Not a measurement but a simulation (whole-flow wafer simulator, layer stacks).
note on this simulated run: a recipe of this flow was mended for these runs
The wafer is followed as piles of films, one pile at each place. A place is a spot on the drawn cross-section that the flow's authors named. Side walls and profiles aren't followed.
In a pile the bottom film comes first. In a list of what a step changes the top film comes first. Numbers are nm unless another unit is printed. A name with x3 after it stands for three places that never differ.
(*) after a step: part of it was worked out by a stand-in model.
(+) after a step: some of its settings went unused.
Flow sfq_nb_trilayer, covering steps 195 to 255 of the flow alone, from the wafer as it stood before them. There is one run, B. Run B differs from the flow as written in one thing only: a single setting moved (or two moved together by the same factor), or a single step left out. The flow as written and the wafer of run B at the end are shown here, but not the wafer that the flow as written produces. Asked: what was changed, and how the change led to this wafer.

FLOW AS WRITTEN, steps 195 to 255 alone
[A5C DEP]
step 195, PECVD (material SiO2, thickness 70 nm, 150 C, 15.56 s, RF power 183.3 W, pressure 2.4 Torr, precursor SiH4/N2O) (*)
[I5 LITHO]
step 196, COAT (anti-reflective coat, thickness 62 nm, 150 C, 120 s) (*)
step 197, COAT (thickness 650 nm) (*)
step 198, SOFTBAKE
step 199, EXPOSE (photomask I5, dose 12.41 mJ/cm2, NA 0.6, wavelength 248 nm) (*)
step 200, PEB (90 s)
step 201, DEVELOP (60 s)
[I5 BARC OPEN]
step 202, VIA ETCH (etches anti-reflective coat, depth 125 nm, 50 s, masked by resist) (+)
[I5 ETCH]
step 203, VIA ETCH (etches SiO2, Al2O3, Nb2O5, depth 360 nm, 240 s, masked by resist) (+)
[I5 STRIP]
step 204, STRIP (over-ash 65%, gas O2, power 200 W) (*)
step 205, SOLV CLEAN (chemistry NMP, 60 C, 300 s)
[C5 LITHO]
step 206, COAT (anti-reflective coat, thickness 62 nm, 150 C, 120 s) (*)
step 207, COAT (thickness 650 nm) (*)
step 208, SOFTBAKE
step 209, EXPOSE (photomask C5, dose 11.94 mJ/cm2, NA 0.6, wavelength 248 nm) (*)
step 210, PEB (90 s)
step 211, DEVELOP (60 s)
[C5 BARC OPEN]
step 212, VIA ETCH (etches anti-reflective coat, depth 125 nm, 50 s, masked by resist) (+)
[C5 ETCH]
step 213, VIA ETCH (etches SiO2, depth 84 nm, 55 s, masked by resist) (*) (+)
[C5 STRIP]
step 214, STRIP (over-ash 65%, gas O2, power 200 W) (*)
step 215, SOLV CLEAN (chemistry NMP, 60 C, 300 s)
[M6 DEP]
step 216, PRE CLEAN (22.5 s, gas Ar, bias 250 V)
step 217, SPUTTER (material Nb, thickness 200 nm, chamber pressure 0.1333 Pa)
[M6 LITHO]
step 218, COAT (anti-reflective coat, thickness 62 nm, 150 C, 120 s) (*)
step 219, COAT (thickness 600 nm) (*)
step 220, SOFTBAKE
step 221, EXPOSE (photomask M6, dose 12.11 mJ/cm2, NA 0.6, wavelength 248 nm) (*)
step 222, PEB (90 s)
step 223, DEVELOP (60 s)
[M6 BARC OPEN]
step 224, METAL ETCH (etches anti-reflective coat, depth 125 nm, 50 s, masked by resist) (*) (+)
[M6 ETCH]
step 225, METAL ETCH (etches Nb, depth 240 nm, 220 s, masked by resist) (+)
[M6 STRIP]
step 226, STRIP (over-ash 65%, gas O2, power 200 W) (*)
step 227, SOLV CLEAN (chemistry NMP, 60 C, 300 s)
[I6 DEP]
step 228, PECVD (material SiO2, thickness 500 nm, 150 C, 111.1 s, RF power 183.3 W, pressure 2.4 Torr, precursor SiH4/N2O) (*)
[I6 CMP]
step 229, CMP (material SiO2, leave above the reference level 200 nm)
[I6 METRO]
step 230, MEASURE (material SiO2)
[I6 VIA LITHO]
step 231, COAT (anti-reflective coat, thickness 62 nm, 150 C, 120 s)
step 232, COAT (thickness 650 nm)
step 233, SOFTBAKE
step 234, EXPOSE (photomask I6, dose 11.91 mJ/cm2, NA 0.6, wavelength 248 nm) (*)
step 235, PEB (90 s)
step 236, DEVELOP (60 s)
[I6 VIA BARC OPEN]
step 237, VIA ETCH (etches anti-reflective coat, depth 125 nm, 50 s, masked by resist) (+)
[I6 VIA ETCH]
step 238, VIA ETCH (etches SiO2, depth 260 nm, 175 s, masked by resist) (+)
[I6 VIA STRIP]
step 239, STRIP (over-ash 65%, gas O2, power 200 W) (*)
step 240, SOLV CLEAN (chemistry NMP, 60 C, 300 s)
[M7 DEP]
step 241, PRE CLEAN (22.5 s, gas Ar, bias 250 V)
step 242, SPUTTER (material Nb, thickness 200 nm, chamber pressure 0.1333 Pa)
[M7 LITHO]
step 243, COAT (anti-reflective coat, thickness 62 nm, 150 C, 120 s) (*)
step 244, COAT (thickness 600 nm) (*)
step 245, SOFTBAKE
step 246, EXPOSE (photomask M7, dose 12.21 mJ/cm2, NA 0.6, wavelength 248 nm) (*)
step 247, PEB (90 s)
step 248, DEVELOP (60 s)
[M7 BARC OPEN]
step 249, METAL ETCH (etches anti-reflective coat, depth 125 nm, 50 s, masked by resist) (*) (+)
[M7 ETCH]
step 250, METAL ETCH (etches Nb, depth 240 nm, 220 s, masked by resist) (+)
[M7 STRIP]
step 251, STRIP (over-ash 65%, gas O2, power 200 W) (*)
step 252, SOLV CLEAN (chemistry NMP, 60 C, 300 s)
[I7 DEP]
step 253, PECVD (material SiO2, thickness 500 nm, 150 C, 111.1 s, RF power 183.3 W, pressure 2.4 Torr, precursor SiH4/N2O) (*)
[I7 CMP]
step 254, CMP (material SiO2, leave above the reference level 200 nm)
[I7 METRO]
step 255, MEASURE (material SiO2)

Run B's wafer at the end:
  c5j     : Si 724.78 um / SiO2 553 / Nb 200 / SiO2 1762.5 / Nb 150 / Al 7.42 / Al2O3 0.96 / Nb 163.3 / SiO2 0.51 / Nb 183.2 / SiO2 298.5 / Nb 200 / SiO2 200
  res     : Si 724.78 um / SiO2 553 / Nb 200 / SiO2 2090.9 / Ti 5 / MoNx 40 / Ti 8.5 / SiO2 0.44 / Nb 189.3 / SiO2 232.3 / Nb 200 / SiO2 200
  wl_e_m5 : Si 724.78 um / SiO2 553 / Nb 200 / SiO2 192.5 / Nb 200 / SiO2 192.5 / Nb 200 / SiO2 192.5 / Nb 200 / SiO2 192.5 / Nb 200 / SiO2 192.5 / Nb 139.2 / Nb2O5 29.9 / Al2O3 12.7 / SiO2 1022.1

Cause: step 195, PECVD: 20.51 s was run, though the flow has 15.56 s.

The path from the change to this, step by step:
  step 195, PECVD (material SiO2, thickness 70 nm, 150 C, 15.56 s, RF power 183.3 W, pressure 2.4 Torr, precursor SiH4/N2O) (*)
      field_l, v_sur, via_wl and 92 more: +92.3 SiO2 (in the flow as written it would be: +70 SiO2)
      ce_l, c5j, ce_r and 8 more: +92.3 SiO2 (new film) (in the flow as written it would be: +70 SiO2 (new film))
  step 196, COAT (anti-reflective coat, thickness 62 nm, 150 C, 120 s) (*)
      r5r_line_l, r5r_line_c, r5r_line_r: +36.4 anti-reflective coat (new film) (in the flow as written it would be: +35.5 anti-reflective coat (new film))
  step 203, VIA ETCH (etches SiO2, Al2O3, Nb2O5, depth 360 nm, 240 s, masked by resist) (+)
      be: -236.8 SiO2 (all of it), -12.7 Al2O3 (all of it), -29.9 Nb2O5 (all of it), -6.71 Nb (in the flow as written it would be: -214.5 SiO2 (all of it), -12.7 Al2O3 (all of it), -29.9 Nb2O5 (all of it), -8.57 Nb)
  step 204, STRIP (over-ash 65%, gas O2, power 200 W) (*)
      r5r_line_l, r5r_line_c, r5r_line_r: -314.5 KrF-resist-other-grade (all of it), -36.4 anti-reflective coat (all of it) (in the flow as written it would be: -314.5 KrF-resist-other-grade (all of it), -35.5 anti-reflective coat (all of it))
  step 206, COAT (anti-reflective coat, thickness 62 nm, 150 C, 120 s) (*)
      r5r_line_l, r5r_line_c, r5r_line_r: +36.4 anti-reflective coat (new film) (in the flow as written it would be: +35.5 anti-reflective coat (new film))
      be: +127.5 anti-reflective coat (new film) (in the flow as written it would be: +124.3 anti-reflective coat (new film))
  step 213, VIA ETCH (etches SiO2, depth 84 nm, 55 s, masked by resist) (*) (+)
      c5j: -84 SiO2 (in the flow as written it would be: -69.7 SiO2 (all of it), -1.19 Nb)
      res: -84 SiO2 (in the flow as written it would be: -69.7 SiO2 (all of it), -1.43 Ti)
  step 214, STRIP (over-ash 65%, gas O2, power 200 W) (*)
      r5r_line_l, r5r_line_c, r5r_line_r: -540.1 KrF-resist-other-grade (all of it), -36.4 anti-reflective coat (all of it) (in the flow as written it would be: -540 KrF-resist-other-grade (all of it), -35.5 anti-reflective coat (all of it))
      be: -720.4 KrF-resist-other-grade (all of it), -127.5 anti-reflective coat (all of it) (in the flow as written it would be: -705.8 KrF-resist-other-grade (all of it), -124.3 anti-reflective coat (all of it))
  step 216, PRE CLEAN (22.5 s, gas Ar, bias 250 V)
      c5j: -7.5 SiO2 (in the flow as written it would be: -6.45 Nb)
      res: -7.5 SiO2 (in the flow as written it would be: -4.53 Ti)
  step 217, SPUTTER (material Nb, thickness 200 nm, chamber pressure 0.1333 Pa)
      c5j: +183.2 Nb (new film) (in the flow as written it would be: +188.4 Nb)
      be: +141.3 Nb (in the flow as written it would be: +145.8 Nb)
  step 218, COAT (anti-reflective coat, thickness 62 nm, 150 C, 120 s) (*)
      be: +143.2 anti-reflective coat (new film) (in the flow as written it would be: +139.6 anti-reflective coat (new film))
      jj_sur: +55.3 anti-reflective coat (new film) (in the flow as written it would be: +57.9 anti-reflective coat (new film))
      (and at 7 other places as well)
  step 219, COAT (thickness 600 nm) (*)
      be: +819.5 KrF-resist-other-grade (new film) (in the flow as written it would be: +795.2 KrF-resist-other-grade (new film))
  step 226, STRIP (over-ash 65%, gas O2, power 200 W) (*)
      be: -583.6 KrF-resist-other-grade (all of it), -143.2 anti-reflective coat (all of it) (in the flow as written it would be: -559.4 KrF-resist-other-grade (all of it), -139.6 anti-reflective coat (all of it))
      jj_sur: -363.6 KrF-resist-other-grade (all of it), -55.3 anti-reflective coat (all of it) (in the flow as written it would be: -361.7 KrF-resist-other-grade (all of it), -57.9 anti-reflective coat (all of it))
      (and at 7 other places as well)
  step 228, PECVD (material SiO2, thickness 500 nm, 150 C, 111.1 s, RF power 183.3 W, pressure 2.4 Torr, precursor SiH4/N2O) (*)
      be: +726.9 SiO2 (new film) (in the flow as written it would be: +702 SiO2 (new film))
      c5j: +534 SiO2 (new film) (in the flow as written it would be: +514.7 SiO2 (new film))
  step 229, CMP (material SiO2, leave above the reference level 200 nm)
      res: -260.2 SiO2 (in the flow as written it would be: -279.3 SiO2)
With metal films that touch counted as one body, c5j has 5 bodies (between them, from the top down: SiO2 298.5; SiO2 0.51; Al2O3 0.96; SiO2 1762.5); the flow as written gives 4 bodies (between them, from the top down: SiO2 279.2; Al2O3 0.96; SiO2 1762.5).
With metal films that touch counted as one body, res has 4 bodies (between them, from the top down: SiO2 232.3; SiO2 0.44; SiO2 2090.9); the flow as written gives 3 bodies (between them, from the top down: SiO2 213.2; SiO2 2090.9).
